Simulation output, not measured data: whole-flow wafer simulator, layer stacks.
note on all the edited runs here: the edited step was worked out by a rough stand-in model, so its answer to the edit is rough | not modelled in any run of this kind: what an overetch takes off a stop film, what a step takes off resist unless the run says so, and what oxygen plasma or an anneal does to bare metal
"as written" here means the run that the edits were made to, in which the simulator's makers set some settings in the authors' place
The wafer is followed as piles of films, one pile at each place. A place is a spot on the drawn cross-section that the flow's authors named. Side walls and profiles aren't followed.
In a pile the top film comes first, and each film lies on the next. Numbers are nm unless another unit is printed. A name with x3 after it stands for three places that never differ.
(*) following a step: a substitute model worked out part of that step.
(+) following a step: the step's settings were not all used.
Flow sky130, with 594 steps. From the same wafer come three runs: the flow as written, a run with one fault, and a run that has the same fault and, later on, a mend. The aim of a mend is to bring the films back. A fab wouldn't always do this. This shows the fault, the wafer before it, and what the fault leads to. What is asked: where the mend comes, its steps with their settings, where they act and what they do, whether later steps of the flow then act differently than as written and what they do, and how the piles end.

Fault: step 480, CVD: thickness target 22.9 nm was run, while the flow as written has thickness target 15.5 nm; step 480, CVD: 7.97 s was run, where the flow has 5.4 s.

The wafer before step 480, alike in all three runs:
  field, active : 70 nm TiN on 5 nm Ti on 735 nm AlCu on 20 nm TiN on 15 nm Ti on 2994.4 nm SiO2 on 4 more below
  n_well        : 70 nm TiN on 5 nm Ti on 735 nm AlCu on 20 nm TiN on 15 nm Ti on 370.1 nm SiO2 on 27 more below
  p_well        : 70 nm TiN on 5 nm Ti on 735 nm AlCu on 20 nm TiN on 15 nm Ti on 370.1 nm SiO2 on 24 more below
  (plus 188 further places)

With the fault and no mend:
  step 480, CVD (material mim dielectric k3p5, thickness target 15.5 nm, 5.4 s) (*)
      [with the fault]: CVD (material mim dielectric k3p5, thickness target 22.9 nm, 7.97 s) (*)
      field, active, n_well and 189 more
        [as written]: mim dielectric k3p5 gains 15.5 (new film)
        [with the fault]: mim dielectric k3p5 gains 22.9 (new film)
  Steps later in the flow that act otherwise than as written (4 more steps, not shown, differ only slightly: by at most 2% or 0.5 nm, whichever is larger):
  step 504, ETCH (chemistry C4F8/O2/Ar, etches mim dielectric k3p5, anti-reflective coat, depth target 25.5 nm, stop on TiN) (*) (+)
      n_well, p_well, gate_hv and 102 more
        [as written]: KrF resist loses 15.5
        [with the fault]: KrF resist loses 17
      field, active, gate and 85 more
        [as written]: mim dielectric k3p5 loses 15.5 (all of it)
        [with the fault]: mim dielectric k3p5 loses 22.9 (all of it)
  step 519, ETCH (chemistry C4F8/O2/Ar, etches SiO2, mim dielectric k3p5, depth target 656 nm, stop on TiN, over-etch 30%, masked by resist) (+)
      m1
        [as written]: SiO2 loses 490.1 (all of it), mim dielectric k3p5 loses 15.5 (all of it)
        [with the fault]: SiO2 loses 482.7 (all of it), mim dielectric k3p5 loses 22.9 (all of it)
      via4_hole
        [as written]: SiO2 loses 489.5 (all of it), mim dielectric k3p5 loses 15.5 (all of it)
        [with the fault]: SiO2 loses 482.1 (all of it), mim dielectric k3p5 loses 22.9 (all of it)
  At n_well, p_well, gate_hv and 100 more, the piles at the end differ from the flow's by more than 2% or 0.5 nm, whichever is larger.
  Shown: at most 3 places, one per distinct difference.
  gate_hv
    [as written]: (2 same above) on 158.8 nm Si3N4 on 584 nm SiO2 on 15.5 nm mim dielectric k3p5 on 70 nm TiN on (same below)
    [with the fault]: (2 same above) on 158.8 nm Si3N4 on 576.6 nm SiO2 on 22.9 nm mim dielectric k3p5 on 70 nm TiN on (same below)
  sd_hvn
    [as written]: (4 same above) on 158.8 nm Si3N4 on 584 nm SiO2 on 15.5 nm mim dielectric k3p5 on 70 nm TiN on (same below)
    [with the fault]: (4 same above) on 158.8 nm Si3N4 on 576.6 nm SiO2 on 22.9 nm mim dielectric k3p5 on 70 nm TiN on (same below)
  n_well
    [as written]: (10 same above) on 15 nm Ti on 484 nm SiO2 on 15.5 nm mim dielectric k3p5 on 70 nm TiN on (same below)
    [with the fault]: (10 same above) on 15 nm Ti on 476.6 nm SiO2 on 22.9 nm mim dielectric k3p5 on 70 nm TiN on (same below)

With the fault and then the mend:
  The mend follows step 480.
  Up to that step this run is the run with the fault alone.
  step 480a, ETCH (chemistry C4F8/O2/Ar, etches mim dielectric k3p5, anti-reflective coat, depth target 7.4 nm) (*) (the flow's step 450, run once more with other settings)
      field, active, n_well and 189 more
        mim dielectric k3p5 loses 7.4
  Every later step of the flow that is run acts as written at every place that is followed.
  At every place that both follow, the piles at the end match the flow's.
